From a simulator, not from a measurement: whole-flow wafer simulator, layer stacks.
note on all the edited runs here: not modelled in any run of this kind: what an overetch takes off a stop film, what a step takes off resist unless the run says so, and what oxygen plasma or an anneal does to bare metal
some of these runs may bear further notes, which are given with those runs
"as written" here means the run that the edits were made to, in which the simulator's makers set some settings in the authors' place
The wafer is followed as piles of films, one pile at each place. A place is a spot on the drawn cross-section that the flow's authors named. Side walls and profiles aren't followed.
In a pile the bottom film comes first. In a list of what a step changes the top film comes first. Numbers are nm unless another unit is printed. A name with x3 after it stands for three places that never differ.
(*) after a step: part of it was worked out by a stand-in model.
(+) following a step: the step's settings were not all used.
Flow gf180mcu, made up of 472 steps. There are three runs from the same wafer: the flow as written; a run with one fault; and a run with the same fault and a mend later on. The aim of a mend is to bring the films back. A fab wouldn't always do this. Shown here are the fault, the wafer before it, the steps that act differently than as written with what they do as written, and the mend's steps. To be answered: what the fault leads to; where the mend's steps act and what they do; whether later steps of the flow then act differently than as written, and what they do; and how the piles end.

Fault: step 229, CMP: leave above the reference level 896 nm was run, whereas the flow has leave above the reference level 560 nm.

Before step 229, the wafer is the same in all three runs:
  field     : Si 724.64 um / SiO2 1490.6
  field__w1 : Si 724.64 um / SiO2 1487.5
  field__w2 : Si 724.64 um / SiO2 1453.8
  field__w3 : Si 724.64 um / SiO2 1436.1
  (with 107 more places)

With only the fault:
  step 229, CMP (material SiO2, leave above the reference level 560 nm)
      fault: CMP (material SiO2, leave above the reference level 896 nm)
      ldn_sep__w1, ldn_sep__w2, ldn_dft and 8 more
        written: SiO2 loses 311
        fault: nothing
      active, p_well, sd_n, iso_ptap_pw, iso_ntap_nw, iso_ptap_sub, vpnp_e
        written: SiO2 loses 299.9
        fault: nothing
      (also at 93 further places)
  Steps further on in the flow that do not act as written (5 other steps are not shown; they differ only slightly, by no more than 2% or 0.5 nm, whichever is larger):
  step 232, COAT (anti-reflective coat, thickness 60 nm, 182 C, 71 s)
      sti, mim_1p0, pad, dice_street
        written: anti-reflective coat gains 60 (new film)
        fault: anti-reflective coat gains 52.1 (new film)
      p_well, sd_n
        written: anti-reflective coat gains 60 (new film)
        fault: anti-reflective coat gains 49 (new film)
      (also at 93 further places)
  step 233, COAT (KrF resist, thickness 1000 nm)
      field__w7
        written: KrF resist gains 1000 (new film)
        fault: KrF resist gains 1020.7 (new film)
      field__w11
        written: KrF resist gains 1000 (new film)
        fault: KrF resist gains 1023 (new film)
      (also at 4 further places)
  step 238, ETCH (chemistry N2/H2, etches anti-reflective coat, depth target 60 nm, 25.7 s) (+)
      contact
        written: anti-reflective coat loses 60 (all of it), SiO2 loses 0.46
        fault: anti-reflective coat loses 75.7 (all of it)
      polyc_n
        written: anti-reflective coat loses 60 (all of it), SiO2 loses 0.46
        fault: anti-reflective coat loses 31.3 (all of it), SiO2 loses 1.2
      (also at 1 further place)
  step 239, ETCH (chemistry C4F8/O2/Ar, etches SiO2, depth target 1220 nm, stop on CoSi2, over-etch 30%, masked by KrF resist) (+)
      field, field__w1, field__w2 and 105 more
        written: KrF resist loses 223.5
        fault: KrF resist loses 244
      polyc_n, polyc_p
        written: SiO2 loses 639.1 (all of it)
        fault: SiO2 loses 974.3 (all of it)
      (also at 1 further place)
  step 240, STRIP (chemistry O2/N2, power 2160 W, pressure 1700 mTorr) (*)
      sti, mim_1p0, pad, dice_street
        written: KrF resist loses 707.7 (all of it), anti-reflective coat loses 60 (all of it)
        fault: KrF resist loses 704.1 (all of it), anti-reflective coat loses 52.1 (all of it)
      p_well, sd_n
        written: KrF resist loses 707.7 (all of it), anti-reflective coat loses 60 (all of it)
        fault: KrF resist loses 704.1 (all of it), anti-reflective coat loses 49 (all of it)
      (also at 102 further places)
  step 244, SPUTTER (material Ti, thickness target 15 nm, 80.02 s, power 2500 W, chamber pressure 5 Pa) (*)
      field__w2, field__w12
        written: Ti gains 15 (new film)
        fault: Ti gains 14.1 (new film)
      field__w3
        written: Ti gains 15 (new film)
        fault: Ti gains 14.2 (new film)
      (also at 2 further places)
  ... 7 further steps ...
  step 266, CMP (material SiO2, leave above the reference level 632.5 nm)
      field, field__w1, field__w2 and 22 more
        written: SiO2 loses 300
        fault: SiO2 loses 287.7
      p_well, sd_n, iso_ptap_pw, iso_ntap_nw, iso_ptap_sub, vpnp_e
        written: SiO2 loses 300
        fault: SiO2 loses 270.8
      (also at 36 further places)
  The piles end different from the flow's at field, field__w1, field__w2 and 109 more by more than 2% or 0.5 nm, whichever is larger.
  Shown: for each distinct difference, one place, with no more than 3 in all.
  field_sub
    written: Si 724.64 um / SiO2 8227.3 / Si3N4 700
    fault: Si 724.64 um / SiO2 1465.9 / Ti 15 / TiN 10 / W 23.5 / SiO2 7042.5 / Si3N4 700
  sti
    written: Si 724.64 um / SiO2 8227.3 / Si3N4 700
    fault: Si 724.64 um / SiO2 1497.1 / Ti 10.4 / SiO2 7049.3 / Si3N4 700
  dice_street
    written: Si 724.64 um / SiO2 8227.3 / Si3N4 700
    fault: Si 724.64 um / SiO2 1497.2 / Ti 10.3 / SiO2 7049.3 / Si3N4 700

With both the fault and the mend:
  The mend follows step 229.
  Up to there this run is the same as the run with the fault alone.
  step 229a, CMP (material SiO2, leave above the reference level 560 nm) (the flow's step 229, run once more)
      field__w5, field__w9, n_well and 33 more
        SiO2 loses 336
      ldn_sep__w1, ldn_sep__w2, ldn_dft and 8 more
        SiO2 loses 311
      active, p_well, sd_n, iso_ptap_pw, iso_ntap_nw, iso_ptap_sub, vpnp_e
        SiO2 loses 299.9
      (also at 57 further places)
  Every later step of the flow that is run acts as written at every place that is followed.
  At every place that both follow, the piles at the end match the flow's.
